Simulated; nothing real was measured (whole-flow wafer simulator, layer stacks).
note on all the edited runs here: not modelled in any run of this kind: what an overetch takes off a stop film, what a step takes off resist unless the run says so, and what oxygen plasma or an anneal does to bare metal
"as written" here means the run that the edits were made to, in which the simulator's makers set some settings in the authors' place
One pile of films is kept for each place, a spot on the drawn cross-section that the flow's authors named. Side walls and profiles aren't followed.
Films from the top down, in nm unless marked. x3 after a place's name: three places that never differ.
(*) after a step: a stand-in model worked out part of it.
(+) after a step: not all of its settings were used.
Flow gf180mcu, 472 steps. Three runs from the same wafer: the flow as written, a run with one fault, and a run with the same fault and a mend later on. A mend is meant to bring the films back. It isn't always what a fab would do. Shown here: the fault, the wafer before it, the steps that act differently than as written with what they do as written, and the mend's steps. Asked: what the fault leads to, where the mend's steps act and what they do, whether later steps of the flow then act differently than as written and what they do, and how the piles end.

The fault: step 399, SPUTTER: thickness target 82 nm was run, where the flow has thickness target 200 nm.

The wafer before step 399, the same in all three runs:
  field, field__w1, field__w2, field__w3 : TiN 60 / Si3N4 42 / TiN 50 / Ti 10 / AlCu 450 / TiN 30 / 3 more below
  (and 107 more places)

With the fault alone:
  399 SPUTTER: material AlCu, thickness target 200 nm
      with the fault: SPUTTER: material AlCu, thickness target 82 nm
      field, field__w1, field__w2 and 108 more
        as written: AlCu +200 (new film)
        with the fault: AlCu +82 (new film)
  Later steps of the flow that act differently than as written (1 more step differs only slightly, by at most 2% or 0.5 nm, whichever is larger, and isn't shown):
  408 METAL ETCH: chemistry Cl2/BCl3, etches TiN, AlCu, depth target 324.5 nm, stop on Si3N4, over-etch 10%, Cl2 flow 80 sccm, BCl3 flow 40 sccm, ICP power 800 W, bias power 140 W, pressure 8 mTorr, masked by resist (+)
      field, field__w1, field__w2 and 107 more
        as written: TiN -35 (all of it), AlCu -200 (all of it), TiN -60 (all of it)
        with the fault: TiN -35 (all of it), AlCu -82 (all of it), TiN -60 (all of it)
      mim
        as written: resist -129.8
        with the fault: resist -77.9
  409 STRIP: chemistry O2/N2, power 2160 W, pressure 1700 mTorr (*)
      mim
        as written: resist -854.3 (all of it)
        with the fault: resist -906.2 (all of it)
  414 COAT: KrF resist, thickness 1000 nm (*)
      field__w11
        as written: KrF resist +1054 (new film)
        with the fault: KrF resist +1030 (new film)
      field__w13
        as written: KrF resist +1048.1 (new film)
        with the fault: KrF resist +1026.8 (new film)
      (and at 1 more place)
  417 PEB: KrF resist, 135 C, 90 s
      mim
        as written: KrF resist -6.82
        with the fault: KrF resist -8.27
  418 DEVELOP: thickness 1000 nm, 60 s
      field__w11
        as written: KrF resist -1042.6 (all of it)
        with the fault: KrF resist -1019.1 (all of it)
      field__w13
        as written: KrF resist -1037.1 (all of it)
        with the fault: KrF resist -1016 (all of it)
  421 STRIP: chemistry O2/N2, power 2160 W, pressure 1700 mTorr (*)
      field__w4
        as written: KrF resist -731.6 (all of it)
        with the fault: KrF resist -712.8 (all of it)
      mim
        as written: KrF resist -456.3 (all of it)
        with the fault: KrF resist -546.7 (all of it)
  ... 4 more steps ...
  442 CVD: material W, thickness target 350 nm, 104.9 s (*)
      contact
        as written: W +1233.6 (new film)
        with the fault: W +1114.6 (new film)
  At the end the piles differ from the flow's by more than 2% or 0.5 nm, whichever is larger, at field__w4, field__w8, contact, m1, m1__w1, mim, mim_1p0, m1_nw.
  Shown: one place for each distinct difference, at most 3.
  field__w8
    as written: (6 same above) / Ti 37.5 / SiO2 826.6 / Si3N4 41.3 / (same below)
    with the fault: (6 same above) / Ti 37.5 / SiO2 708.6 / Si3N4 41.3 / (same below)
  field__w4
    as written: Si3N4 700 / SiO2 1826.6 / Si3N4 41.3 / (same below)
    with the fault: Si3N4 700 / SiO2 1708.6 / Si3N4 41.3 / (same below)
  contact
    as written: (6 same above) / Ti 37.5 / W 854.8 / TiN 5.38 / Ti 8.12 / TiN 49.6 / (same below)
    with the fault: (6 same above) / Ti 37.5 / W 735.8 / TiN 5.76 / Ti 8.69 / TiN 49.6 / (same below)

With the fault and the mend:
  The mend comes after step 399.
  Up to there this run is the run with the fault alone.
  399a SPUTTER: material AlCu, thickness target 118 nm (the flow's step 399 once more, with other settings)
      field, field__w1, field__w2 and 108 more
        AlCu +118
  No later step of the flow acts differently than as written at any place that is followed.
  At the end the piles are the same as the flow's at every place that both follow.
